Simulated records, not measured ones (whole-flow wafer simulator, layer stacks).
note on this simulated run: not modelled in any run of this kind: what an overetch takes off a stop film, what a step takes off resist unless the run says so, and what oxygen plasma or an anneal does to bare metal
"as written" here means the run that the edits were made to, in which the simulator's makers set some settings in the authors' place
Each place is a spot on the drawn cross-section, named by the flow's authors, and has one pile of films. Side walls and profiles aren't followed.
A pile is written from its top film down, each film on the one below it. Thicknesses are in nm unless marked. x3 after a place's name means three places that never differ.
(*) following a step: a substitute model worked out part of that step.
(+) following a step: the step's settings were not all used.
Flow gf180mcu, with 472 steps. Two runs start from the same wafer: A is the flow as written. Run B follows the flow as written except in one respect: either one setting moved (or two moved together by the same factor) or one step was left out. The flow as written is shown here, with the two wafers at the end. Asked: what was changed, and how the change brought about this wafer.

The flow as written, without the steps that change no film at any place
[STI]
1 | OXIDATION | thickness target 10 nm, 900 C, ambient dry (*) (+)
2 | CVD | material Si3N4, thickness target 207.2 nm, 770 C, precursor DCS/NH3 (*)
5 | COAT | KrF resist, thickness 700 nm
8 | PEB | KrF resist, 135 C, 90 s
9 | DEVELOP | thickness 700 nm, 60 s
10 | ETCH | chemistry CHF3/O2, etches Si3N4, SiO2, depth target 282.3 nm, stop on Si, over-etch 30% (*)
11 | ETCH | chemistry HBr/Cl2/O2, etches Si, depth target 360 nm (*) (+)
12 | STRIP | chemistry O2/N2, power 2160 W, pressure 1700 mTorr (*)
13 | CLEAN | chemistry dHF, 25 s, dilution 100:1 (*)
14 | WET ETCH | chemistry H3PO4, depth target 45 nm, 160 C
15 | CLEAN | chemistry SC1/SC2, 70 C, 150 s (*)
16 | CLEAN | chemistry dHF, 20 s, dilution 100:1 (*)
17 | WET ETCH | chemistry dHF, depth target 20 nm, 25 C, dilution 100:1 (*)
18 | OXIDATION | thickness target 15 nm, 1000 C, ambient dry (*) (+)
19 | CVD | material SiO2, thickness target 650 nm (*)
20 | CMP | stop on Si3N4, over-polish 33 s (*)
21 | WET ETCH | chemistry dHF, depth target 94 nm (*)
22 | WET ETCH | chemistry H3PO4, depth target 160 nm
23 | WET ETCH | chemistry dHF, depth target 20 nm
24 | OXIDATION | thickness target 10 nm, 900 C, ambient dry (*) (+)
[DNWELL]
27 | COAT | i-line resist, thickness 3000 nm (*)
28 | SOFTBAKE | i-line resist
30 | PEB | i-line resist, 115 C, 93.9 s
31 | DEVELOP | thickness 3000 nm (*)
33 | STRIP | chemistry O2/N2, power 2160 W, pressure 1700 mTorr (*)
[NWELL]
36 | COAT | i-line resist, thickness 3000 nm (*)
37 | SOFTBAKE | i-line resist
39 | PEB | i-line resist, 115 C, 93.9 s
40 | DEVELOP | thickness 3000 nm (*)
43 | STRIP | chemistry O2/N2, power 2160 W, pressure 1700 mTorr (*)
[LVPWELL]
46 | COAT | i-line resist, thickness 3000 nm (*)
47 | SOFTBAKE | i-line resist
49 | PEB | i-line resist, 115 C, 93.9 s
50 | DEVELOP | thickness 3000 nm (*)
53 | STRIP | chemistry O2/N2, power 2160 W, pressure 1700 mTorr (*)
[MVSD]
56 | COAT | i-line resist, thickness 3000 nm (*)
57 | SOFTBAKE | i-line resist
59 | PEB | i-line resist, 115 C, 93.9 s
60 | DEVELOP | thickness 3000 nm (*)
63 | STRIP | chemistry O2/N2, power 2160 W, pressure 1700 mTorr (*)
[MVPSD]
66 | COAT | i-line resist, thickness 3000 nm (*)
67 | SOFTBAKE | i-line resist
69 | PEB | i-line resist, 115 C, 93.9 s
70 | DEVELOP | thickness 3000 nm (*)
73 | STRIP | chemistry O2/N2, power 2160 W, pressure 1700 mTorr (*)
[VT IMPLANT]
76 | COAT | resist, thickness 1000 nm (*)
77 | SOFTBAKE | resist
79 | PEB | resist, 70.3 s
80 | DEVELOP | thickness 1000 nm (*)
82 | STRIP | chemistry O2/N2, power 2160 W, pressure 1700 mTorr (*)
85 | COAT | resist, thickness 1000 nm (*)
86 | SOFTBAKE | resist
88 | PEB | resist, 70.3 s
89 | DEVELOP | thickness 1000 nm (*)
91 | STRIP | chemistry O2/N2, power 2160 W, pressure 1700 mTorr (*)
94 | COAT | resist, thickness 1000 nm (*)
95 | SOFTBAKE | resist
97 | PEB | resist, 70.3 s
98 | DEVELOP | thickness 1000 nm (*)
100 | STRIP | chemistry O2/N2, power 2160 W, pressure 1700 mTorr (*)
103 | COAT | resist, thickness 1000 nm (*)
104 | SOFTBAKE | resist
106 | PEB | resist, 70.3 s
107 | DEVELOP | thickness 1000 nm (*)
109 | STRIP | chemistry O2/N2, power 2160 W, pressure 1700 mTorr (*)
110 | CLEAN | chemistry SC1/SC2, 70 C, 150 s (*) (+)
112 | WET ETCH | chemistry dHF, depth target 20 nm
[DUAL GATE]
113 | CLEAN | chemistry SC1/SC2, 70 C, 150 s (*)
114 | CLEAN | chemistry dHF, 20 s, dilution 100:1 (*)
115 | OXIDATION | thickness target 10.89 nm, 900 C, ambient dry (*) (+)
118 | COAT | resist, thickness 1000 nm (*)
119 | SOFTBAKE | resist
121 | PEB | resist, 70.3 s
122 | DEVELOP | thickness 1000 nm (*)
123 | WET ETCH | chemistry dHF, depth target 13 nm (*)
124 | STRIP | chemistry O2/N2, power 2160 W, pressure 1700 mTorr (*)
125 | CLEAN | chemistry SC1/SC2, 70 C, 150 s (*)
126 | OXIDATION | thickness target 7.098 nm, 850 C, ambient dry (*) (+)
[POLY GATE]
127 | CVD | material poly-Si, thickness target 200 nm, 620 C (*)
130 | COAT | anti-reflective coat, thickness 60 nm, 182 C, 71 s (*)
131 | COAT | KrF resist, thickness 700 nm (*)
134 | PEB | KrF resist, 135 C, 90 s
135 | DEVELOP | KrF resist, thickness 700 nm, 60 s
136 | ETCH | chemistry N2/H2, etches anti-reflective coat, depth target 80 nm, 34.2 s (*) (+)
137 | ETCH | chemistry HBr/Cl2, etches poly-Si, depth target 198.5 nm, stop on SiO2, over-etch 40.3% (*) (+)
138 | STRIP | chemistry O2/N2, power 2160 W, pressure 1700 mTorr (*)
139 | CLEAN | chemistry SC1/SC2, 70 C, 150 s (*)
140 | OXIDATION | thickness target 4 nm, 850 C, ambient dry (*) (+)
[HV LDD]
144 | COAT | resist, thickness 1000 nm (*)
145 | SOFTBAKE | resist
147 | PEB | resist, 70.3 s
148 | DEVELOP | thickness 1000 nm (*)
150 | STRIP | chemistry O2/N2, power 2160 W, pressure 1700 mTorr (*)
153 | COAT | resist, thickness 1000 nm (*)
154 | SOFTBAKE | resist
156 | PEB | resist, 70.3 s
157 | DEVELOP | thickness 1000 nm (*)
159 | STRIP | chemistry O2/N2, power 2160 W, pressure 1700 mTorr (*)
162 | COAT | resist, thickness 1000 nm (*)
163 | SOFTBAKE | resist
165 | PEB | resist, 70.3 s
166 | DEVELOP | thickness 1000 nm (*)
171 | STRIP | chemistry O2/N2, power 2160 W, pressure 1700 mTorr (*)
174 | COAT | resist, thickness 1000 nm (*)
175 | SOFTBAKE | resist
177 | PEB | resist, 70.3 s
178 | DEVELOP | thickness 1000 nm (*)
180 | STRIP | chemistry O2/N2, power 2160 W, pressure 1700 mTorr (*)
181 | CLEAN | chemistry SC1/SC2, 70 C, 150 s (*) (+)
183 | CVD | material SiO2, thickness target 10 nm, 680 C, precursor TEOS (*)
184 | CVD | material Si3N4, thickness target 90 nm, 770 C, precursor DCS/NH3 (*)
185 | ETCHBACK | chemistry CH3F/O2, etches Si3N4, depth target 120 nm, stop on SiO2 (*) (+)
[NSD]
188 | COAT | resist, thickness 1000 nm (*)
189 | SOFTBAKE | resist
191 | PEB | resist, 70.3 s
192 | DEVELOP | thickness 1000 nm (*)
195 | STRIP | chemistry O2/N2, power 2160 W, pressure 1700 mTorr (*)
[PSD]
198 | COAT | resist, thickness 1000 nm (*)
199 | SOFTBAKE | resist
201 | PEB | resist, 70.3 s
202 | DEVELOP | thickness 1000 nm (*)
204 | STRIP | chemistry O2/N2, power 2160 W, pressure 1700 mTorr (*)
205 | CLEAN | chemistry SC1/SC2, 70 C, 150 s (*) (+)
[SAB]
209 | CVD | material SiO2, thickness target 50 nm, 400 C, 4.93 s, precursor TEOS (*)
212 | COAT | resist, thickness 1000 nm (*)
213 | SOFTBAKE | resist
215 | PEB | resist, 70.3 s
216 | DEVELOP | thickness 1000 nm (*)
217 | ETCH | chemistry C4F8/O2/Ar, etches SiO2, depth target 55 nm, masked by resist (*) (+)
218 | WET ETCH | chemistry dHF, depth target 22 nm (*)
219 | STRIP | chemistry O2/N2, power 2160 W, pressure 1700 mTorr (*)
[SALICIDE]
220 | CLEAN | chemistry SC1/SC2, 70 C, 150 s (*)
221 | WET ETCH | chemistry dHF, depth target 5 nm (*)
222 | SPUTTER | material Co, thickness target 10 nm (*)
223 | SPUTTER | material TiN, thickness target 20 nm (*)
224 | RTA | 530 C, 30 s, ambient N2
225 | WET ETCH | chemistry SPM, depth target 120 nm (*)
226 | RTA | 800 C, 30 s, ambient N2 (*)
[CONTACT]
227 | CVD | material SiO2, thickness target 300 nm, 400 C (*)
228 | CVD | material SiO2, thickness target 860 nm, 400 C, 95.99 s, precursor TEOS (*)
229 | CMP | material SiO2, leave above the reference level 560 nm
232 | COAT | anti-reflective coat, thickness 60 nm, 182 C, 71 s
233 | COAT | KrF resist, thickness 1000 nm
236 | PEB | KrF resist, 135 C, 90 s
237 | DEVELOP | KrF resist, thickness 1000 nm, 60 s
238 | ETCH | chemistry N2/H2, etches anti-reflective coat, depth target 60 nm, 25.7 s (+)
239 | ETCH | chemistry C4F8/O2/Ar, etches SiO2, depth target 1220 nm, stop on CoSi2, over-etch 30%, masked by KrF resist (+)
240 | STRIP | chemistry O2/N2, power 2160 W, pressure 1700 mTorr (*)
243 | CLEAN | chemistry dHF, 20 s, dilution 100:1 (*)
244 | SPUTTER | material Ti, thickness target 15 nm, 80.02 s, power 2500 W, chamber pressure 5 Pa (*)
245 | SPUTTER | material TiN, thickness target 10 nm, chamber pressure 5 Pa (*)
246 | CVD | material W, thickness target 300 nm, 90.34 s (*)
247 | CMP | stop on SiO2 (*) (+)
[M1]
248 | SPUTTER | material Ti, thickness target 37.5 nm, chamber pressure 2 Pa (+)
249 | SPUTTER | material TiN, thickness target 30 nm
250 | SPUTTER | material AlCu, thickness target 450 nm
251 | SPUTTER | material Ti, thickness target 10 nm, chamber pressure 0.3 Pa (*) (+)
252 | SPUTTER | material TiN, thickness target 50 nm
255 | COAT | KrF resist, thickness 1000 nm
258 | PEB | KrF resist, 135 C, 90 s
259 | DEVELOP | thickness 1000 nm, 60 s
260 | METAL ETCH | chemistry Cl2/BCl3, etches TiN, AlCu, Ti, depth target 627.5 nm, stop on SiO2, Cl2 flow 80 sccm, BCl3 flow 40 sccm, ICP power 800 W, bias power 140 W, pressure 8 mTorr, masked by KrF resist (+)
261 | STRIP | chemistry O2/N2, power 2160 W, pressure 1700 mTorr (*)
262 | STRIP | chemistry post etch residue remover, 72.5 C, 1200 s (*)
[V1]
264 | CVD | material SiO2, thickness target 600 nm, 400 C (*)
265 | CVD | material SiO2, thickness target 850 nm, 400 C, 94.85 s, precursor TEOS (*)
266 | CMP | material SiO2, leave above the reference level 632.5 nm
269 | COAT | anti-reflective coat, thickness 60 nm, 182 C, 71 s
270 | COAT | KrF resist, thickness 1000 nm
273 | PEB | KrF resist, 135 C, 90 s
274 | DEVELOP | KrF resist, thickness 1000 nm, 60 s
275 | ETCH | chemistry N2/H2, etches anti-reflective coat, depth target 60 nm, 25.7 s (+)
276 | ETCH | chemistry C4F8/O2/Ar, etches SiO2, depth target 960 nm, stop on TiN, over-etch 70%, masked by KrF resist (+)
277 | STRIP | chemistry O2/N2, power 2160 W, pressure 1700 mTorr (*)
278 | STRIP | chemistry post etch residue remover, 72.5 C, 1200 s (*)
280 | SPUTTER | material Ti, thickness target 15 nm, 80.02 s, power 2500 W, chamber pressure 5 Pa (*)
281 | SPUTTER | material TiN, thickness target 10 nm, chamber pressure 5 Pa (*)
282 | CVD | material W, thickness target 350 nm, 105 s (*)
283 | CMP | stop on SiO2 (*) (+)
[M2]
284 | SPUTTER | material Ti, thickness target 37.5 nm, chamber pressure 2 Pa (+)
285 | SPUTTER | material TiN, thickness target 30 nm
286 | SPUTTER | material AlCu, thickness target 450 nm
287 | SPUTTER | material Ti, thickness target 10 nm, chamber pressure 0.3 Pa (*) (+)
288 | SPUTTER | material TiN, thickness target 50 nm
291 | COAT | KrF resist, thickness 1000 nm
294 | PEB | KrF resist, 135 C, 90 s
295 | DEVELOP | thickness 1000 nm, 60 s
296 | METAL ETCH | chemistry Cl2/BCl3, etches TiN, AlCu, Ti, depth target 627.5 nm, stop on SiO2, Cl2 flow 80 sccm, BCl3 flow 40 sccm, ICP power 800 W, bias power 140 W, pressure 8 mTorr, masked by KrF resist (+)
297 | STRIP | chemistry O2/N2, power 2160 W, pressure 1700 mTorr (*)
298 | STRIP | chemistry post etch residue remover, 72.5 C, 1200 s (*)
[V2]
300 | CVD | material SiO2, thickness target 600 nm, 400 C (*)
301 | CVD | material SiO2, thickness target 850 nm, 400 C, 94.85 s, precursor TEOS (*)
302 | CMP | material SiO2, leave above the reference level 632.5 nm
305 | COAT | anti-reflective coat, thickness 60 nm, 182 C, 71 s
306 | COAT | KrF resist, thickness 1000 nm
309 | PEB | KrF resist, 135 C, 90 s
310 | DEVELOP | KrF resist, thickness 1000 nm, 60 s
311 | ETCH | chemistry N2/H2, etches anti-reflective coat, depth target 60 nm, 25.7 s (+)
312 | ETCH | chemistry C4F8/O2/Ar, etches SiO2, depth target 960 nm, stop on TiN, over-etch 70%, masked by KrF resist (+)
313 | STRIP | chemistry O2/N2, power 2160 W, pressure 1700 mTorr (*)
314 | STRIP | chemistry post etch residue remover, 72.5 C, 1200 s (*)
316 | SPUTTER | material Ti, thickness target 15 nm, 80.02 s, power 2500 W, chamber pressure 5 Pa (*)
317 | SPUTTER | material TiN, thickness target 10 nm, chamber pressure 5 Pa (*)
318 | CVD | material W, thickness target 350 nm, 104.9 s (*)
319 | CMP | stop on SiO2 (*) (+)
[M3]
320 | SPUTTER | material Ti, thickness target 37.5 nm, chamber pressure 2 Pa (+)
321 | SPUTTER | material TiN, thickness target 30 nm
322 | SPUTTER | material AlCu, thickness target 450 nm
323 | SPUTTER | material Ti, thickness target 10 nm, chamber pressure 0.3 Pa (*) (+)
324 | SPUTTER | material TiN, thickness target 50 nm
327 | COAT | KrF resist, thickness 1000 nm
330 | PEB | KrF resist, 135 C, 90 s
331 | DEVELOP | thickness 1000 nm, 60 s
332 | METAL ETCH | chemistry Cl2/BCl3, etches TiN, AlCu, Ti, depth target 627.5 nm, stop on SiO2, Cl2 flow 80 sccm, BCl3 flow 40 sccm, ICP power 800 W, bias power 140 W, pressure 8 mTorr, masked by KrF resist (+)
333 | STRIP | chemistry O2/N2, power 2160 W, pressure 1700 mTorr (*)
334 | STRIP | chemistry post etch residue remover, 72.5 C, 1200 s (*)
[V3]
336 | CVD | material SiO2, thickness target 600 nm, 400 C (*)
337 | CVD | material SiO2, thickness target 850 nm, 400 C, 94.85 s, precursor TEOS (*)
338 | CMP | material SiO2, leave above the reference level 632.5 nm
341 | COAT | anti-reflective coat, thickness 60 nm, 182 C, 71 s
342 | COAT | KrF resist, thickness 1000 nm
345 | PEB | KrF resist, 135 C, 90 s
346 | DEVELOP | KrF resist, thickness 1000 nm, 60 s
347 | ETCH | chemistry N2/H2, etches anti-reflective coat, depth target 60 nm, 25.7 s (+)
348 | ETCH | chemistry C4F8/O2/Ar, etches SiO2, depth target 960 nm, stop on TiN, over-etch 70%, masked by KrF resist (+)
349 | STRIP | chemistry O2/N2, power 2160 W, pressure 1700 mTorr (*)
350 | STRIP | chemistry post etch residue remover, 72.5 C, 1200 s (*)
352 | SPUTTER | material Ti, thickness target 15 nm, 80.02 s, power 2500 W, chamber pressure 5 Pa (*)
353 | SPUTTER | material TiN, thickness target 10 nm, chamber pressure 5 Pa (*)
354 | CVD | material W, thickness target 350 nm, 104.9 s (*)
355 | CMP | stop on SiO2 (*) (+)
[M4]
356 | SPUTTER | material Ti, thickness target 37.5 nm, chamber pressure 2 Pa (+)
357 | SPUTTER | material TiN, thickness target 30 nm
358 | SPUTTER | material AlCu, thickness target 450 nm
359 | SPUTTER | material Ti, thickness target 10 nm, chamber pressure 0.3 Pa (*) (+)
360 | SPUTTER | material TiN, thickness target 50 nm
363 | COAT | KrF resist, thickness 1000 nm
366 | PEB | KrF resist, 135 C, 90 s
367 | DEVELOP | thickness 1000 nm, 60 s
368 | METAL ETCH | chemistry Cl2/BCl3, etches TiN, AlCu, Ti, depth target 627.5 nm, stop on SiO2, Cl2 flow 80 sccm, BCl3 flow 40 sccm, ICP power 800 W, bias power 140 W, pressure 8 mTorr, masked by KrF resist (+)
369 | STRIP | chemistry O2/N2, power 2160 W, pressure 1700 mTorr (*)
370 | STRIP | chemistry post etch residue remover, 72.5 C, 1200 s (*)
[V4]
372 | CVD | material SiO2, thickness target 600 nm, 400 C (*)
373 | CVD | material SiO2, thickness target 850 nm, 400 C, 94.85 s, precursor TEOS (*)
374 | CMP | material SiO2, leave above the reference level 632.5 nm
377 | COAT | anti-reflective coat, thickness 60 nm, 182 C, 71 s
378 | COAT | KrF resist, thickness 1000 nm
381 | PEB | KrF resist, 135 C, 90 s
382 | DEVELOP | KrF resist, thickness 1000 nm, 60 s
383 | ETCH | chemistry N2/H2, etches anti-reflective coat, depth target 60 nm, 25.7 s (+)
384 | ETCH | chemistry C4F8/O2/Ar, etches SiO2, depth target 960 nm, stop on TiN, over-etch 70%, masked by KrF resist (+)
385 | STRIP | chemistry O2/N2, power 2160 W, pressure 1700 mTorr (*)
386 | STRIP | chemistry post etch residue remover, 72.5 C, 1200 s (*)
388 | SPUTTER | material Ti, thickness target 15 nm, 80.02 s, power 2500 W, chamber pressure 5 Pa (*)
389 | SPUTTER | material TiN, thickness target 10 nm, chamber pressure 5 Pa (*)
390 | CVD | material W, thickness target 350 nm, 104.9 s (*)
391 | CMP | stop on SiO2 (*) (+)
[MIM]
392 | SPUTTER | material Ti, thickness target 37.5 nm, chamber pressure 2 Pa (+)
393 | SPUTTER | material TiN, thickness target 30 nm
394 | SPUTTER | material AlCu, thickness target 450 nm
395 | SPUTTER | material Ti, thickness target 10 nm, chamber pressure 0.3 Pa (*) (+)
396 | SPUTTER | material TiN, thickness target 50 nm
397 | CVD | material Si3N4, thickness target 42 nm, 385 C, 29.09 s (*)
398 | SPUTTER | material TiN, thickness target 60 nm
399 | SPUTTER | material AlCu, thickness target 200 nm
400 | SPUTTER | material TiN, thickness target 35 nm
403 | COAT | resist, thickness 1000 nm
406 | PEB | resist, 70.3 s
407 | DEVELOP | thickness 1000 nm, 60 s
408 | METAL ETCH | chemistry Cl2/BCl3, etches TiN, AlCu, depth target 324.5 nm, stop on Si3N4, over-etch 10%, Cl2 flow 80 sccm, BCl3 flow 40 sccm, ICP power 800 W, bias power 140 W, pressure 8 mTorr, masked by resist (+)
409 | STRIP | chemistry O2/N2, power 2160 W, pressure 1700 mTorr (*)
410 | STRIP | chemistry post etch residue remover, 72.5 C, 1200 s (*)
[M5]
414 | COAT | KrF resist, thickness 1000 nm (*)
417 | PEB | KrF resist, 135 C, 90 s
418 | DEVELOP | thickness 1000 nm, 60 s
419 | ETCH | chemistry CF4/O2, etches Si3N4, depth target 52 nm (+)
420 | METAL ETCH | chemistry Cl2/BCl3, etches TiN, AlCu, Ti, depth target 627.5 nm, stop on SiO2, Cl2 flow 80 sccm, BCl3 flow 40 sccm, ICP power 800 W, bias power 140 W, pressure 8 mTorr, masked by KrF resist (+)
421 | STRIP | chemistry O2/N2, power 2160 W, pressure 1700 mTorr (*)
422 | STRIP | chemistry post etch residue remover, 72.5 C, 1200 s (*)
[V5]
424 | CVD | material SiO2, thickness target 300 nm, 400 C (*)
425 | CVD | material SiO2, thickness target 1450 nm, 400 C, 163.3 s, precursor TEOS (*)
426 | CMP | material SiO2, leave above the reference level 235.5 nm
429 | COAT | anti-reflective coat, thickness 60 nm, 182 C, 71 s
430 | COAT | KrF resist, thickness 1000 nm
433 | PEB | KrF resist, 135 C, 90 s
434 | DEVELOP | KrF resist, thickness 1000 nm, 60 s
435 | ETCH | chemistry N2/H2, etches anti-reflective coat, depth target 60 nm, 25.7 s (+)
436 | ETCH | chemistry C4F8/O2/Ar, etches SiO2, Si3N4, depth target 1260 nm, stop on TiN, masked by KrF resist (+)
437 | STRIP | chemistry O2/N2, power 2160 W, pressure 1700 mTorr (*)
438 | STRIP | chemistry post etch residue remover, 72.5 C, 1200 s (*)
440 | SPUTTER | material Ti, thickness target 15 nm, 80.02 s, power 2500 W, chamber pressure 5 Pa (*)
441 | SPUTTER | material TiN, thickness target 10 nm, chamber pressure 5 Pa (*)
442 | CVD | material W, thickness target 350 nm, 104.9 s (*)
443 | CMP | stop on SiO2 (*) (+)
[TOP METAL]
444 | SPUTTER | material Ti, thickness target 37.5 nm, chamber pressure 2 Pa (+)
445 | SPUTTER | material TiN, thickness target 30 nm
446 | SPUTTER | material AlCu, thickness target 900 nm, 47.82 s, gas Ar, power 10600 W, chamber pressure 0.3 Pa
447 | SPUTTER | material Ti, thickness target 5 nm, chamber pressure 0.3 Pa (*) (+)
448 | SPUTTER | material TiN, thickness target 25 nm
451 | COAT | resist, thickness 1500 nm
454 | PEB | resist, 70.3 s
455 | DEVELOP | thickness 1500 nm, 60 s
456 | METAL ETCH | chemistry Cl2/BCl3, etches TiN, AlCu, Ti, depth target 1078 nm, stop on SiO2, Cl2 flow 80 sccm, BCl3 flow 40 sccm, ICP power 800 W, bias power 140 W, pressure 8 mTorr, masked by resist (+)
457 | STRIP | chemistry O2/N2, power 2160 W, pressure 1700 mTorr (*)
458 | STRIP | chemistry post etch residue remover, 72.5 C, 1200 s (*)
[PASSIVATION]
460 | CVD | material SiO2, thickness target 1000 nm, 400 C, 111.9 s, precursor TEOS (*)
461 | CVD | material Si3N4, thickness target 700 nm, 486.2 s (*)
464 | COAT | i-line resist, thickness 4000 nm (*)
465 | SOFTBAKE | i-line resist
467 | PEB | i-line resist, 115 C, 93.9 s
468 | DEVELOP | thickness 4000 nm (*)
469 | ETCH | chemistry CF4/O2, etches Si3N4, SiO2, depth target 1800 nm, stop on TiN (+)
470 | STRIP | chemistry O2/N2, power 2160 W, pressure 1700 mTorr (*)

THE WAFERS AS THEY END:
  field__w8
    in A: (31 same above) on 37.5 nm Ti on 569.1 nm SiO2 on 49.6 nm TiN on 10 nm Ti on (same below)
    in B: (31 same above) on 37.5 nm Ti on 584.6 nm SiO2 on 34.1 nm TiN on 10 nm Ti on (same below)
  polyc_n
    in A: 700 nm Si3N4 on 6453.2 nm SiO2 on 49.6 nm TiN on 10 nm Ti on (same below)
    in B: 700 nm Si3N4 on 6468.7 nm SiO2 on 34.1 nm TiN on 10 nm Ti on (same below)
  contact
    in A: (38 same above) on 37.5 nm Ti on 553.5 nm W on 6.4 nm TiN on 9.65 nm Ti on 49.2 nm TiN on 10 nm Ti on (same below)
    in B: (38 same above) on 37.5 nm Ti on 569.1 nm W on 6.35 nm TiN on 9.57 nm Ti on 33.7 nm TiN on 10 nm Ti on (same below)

What caused this: step 252, SPUTTER: thickness target 34.5 nm was run, though the flow has thickness target 50 nm.

How this came from the change, step by step:
  252 | SPUTTER | material TiN, thickness target 50 nm
      field, field__w1, field__w2 and 108 more: A TiN gains 50 (new film) | B TiN gains 34.5 (new film)
  260 | METAL ETCH | chemistry Cl2/BCl3, etches TiN, AlCu, Ti, depth target 627.5 nm, stop on SiO2, Cl2 flow 80 sccm, BCl3 flow 40 sccm, ICP power 800 W, bias power 140 W, pressure 8 mTorr, masked by KrF resist (+)
      field, field__w1, field__w2 and 99 more: A TiN loses 50 (all of it), Ti loses 10 (all of it), AlCu loses 450 (all of it), TiN loses 30 (all of it), Ti loses 37.5 (all of it) | B TiN loses 34.5 (all of it), Ti loses 10 (all of it), AlCu loses 450 (all of it), TiN loses 30 (all of it), Ti loses 37.5 (all of it)
  276 | ETCH | chemistry C4F8/O2/Ar, etches SiO2, depth target 960 nm, stop on TiN, over-etch 70%, masked by KrF resist (+)
      contact: A SiO2 loses 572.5 (all of it) | B SiO2 loses 588 (all of it)
